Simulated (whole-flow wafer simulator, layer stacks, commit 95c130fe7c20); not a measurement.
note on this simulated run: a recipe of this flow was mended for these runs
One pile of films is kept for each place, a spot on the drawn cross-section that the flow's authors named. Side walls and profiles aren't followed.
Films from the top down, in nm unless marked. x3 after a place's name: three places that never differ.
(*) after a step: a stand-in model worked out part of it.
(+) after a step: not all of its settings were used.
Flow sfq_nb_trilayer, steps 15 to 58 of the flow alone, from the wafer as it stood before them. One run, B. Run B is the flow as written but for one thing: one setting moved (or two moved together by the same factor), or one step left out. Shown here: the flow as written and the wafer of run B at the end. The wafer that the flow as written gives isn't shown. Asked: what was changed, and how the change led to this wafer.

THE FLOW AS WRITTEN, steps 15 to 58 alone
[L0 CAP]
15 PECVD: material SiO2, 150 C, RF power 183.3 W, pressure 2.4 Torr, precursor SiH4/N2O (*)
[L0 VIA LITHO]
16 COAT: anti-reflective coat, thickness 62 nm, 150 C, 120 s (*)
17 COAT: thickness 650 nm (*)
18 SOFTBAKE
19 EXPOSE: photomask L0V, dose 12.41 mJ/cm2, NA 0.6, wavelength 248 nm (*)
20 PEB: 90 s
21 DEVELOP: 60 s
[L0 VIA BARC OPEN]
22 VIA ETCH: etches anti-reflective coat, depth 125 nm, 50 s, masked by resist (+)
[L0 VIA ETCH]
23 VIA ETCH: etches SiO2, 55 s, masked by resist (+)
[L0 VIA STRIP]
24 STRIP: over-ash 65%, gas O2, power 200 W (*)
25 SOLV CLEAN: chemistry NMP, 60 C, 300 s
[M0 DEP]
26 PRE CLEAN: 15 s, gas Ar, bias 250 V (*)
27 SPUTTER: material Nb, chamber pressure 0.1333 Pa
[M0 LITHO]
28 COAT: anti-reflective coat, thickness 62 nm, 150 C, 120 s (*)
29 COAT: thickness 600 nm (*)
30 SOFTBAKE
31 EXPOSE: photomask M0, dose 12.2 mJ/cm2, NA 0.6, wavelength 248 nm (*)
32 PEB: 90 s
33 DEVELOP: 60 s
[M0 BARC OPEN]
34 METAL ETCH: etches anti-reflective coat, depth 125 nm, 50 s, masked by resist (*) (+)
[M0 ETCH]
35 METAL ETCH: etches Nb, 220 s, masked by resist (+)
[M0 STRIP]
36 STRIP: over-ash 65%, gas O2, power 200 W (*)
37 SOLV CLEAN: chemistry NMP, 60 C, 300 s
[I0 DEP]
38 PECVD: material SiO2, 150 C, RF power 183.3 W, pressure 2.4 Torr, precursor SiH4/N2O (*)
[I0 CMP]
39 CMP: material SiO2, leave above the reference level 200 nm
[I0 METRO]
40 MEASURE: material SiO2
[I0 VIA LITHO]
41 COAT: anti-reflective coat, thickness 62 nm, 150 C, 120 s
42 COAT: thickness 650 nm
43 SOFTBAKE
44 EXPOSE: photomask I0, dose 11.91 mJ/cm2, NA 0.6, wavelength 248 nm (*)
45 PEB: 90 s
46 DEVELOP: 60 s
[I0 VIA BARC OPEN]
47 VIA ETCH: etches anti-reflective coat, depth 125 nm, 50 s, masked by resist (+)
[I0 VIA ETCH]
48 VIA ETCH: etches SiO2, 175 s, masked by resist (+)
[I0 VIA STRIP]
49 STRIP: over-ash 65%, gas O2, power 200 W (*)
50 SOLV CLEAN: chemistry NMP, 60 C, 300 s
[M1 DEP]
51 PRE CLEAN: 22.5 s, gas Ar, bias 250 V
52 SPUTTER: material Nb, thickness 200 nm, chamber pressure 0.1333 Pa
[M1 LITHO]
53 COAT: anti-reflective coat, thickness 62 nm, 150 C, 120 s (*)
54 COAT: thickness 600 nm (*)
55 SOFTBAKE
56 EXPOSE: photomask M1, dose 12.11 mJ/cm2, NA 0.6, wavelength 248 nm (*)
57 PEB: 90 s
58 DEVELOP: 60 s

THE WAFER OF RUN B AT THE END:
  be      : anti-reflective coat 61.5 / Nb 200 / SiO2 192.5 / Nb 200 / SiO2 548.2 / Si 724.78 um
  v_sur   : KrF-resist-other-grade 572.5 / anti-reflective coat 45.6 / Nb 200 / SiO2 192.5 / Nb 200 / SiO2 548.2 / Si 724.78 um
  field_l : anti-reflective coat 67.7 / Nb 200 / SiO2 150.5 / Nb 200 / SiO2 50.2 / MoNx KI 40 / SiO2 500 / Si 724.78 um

The cause: step 15, PECVD: pressure 2.71 Torr was run, where the flow has pressure 2.4 Torr.

How the change led to this, step by step:
  15 PECVD: material SiO2, 150 C, RF power 183.3 W, pressure 2.4 Torr, precursor SiH4/N2O (*)
      v_sur, via_wl, via_w and 97 more: SiO2 +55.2 (as written it would be: SiO2 +60)
      field_l, l0_sur, l0v, l0r_line_l, l0r_line_c, l0r_line_r: SiO2 +55.2 (new film) (as written it would be: SiO2 +60 (new film))
  23 VIA ETCH: etches SiO2, 55 s, masked by resist (+)
      l0v: SiO2 -54.9 (all of it), MoNx KI -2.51 (as written it would be: SiO2 -59.7 (all of it), MoNx KI -2.03)
  28 COAT: anti-reflective coat, thickness 62 nm, 150 C, 120 s (*)
      l0_sur: anti-reflective coat +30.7 (new film) (as written it would be: anti-reflective coat +29.3 (new film))
      l0v: anti-reflective coat +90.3 (new film) (as written it would be: anti-reflective coat +92.5 (new film))
  36 STRIP: over-ash 65%, gas O2, power 200 W (*)
      l0_sur: KrF-resist-other-grade -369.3 (all of it), anti-reflective coat -30.7 (all of it) (as written it would be: KrF-resist-other-grade -370 (all of it), anti-reflective coat -29.3 (all of it))
      l0v: KrF-resist-other-grade -372.1 (all of it), anti-reflective coat -90.3 (all of it) (as written it would be: KrF-resist-other-grade -374.1 (all of it), anti-reflective coat -92.5 (all of it))
